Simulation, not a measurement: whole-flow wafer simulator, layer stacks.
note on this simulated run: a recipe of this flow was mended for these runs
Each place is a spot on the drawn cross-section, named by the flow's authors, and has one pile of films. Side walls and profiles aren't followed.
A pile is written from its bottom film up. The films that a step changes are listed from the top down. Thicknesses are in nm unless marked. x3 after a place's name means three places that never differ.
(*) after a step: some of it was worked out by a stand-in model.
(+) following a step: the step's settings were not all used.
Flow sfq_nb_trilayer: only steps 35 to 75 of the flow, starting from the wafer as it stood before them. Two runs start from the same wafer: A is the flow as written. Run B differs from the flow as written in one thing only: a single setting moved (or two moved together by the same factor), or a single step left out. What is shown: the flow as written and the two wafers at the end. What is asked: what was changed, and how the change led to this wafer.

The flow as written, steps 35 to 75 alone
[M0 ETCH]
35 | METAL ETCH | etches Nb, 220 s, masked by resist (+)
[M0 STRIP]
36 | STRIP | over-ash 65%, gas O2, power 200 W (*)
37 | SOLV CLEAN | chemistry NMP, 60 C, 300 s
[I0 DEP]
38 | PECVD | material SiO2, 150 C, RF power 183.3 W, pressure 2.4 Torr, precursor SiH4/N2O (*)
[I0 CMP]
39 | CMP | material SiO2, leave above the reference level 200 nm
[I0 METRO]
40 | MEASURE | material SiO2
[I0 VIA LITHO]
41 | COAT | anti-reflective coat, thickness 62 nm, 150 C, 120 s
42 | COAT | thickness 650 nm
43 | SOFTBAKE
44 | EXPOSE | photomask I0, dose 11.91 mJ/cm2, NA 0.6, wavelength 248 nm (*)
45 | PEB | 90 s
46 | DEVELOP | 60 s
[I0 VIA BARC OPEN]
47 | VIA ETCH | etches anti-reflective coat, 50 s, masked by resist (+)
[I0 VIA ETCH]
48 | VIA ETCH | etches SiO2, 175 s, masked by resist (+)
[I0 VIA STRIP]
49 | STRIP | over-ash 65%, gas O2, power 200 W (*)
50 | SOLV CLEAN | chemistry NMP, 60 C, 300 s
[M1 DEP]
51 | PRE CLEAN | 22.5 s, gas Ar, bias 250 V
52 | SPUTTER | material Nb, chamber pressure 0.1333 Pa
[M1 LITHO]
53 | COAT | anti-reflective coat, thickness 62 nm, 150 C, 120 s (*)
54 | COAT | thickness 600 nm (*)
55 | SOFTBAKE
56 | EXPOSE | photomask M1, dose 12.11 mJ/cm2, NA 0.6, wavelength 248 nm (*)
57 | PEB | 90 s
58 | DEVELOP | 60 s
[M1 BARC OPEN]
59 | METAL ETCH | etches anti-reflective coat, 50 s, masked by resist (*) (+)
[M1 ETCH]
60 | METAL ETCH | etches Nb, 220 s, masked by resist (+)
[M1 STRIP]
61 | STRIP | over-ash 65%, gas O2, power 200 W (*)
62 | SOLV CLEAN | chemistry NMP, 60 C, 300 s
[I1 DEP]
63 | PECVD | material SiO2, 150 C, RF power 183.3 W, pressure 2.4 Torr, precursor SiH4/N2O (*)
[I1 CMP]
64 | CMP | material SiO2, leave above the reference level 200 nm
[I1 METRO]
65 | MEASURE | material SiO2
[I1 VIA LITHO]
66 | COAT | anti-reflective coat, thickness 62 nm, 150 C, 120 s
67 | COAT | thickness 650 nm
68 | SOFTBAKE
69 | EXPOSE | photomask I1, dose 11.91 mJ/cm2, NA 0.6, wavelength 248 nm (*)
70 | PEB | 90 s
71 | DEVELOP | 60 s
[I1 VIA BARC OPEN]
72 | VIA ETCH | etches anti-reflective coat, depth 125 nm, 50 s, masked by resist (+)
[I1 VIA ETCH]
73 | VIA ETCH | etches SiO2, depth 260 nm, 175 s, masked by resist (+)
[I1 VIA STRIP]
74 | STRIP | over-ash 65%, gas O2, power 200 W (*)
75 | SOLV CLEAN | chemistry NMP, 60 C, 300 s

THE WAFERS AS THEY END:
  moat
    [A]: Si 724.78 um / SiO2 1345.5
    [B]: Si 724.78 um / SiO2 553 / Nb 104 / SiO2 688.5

The reason: step 35, METAL ETCH: 88 s was run, though the flow has 220 s.

How this came from the change, step by step:
  35 | METAL ETCH | etches Nb, 220 s, masked by resist (+)
      moat, m0r_space_l x2: A Nb loses 200 (all of it), SiO2 loses 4 | B Nb loses 96
      field_l, v_sur, via_wl and 100 more: A KrF-resist-other-grade loses 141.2 | B KrF-resist-other-grade loses 56.5
  36 | STRIP | over-ash 65%, gas O2, power 200 W (*)
      p4_fl x53, wl_j_sl x16, wl_d_sl x2: A KrF-resist-other-grade loses 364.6 (all of it), anti-reflective coat loses 62 (all of it) | B KrF-resist-other-grade loses 449.3 (all of it), anti-reflective coat loses 62 (all of it)
      jj_sur, ce_l, c5j, res, r_end: A KrF-resist-other-grade loses 370.5 (all of it), anti-reflective coat loses 63.7 (all of it) | B KrF-resist-other-grade loses 455.2 (all of it), anti-reflective coat loses 63.7 (all of it)
      (and at 27 other places as well)
  38 | PECVD | material SiO2, 150 C, RF power 183.3 W, pressure 2.4 Torr, precursor SiH4/N2O (*)
      moat, m0r_space_l x2: A SiO2 gains 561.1 | B SiO2 gains 500 (new film)
  39 | CMP | material SiO2, leave above the reference level 200 nm
      moat, m0r_space_l x2: A SiO2 loses 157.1 | B SiO2 loses 204
If metal films that touch count as one body, moat has 1 body; the flow as written gives 0 bodies.
